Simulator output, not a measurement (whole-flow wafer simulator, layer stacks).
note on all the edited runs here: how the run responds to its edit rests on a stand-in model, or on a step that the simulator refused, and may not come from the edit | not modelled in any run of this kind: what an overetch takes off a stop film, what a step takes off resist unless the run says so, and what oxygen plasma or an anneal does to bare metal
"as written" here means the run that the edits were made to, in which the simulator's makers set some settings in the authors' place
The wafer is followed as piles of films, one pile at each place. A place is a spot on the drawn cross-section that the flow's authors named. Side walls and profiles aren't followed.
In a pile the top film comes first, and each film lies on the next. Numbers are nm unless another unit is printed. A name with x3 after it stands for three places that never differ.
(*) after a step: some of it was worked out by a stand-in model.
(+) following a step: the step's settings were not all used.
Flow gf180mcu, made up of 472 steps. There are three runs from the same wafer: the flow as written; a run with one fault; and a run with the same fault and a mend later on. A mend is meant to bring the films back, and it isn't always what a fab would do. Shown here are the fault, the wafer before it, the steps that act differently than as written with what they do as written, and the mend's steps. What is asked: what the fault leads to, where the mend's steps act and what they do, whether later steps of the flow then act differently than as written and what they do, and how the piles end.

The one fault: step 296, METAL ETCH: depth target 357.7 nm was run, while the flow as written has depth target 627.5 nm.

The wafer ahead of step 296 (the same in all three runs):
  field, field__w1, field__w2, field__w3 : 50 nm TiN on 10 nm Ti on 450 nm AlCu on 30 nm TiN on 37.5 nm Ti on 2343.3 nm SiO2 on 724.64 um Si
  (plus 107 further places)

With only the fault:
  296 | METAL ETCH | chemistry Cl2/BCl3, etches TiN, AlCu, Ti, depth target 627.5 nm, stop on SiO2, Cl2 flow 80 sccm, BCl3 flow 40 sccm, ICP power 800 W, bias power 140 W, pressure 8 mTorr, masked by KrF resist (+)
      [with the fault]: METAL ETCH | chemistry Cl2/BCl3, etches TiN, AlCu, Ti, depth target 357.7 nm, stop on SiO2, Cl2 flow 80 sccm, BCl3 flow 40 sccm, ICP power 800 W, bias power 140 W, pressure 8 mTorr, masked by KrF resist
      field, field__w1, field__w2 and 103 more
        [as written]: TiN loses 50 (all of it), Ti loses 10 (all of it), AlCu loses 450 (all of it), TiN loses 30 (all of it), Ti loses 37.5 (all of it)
        [with the fault]: TiN loses 50 (all of it), Ti loses 10 (all of it), AlCu loses 297.7
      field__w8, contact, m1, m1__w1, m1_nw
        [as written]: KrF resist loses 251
        [with the fault]: KrF resist loses 143.1
  Steps later in the flow that act otherwise than as written:
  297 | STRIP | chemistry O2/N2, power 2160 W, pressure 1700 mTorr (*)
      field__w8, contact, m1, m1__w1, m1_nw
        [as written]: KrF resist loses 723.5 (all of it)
        [with the fault]: KrF resist loses 831.4 (all of it)
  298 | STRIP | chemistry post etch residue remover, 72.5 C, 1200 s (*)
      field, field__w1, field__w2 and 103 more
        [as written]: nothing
        [with the fault]: AlCu loses 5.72
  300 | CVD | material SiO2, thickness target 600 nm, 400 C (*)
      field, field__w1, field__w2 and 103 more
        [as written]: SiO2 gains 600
        [with the fault]: SiO2 gains 600 (new film)
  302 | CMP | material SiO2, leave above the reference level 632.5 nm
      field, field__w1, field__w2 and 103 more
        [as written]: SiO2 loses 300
        [with the fault]: SiO2 loses 514.1
  By the end, the piles at field, field__w1, field__w2 and 104 more depart from the flow's by more than 2% or 0.5 nm, whichever is larger.
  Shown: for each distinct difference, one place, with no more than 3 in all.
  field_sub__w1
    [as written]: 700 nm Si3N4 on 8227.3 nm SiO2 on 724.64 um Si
    [with the fault]: 700 nm Si3N4 on 5669.9 nm SiO2 on 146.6 nm AlCu on 30 nm TiN on 37.5 nm Ti on 2343.2 nm SiO2 on 724.64 um Si
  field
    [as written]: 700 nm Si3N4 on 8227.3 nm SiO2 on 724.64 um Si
    [with the fault]: 700 nm Si3N4 on 5669.9 nm SiO2 on 146.6 nm AlCu on 30 nm TiN on 37.5 nm Ti on 2343.3 nm SiO2 on 724.64 um Si
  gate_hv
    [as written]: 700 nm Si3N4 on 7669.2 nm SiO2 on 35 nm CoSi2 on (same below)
    [with the fault]: 700 nm Si3N4 on 5669.9 nm SiO2 on 146.6 nm AlCu on 30 nm TiN on 37.5 nm Ti on 1785.1 nm SiO2 on 35 nm CoSi2 on (same below)

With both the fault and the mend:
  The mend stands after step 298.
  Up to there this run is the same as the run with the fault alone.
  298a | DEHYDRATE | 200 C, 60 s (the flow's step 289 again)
      alters no film at any place that is followed
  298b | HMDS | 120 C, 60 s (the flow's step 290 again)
      alters no film at any place that is followed
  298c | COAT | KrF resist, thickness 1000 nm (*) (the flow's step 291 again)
      iso_ptap_pw, iso_ntap_nw, iso_nw_fld and 33 more
        KrF resist gains 1000 (new film)
      field__w5, field__w9, field_sub and 12 more
        KrF resist gains 1002.4 (new film)
      field_sub__w2, field_sub__w4, gate and 11 more
        KrF resist gains 1002.3 (new film)
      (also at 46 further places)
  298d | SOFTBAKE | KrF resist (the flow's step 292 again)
      alters no film at any place that is followed
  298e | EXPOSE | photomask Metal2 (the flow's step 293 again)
      alters no film at any place that is followed
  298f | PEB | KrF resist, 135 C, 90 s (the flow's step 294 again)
      field__w1, field__w2, field__w3 and 58 more
        KrF resist loses 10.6
      iso_ptap_pw, iso_ntap_nw, iso_nw_fld and 33 more
        KrF resist loses 10.5
      sd_p, gate_p, nw_sep_fld, polyc_n
        KrF resist loses 10.7
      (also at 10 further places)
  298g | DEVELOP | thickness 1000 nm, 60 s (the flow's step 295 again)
      iso_ptap_pw, iso_ntap_nw, iso_nw_fld and 33 more
        KrF resist loses 989.5 (all of it)
      field_sub__w2, field_sub__w4, active and 12 more
        KrF resist loses 991.7 (all of it)
      field__w5, field__w9, field_sub__w1 and 6 more
        KrF resist loses 991.8 (all of it)
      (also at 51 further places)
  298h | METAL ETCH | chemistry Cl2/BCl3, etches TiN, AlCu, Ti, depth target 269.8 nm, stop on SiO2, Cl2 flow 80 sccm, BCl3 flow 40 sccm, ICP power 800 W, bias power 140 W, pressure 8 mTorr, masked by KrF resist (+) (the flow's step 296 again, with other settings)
      field, field__w1, field__w2 and 103 more
        AlCu loses 146.6 (all of it), TiN loses 30 (all of it), Ti loses 37.5 (all of it)
      field__w8, contact, m1, m1__w1, m1_nw
        KrF resist loses 107.9
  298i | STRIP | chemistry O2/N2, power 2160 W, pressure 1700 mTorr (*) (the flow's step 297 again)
      field__w8
        KrF resist loses 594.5 (all of it)
      contact
        KrF resist loses 592.6 (all of it)
      m1
        KrF resist loses 594.6 (all of it)
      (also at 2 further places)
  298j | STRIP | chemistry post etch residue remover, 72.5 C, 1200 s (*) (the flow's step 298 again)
      field__w8, contact, m1, m1__w1, m1_nw
        TiN loses 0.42
  None of the later steps of the flow differs from how it acts as written, at any place that is followed, by more than 2% or 0.5 nm, whichever is larger.
  At the end the piles are close to the flow's at the places that both follow, differing by at most 2% or 0.5 nm, whichever is larger.
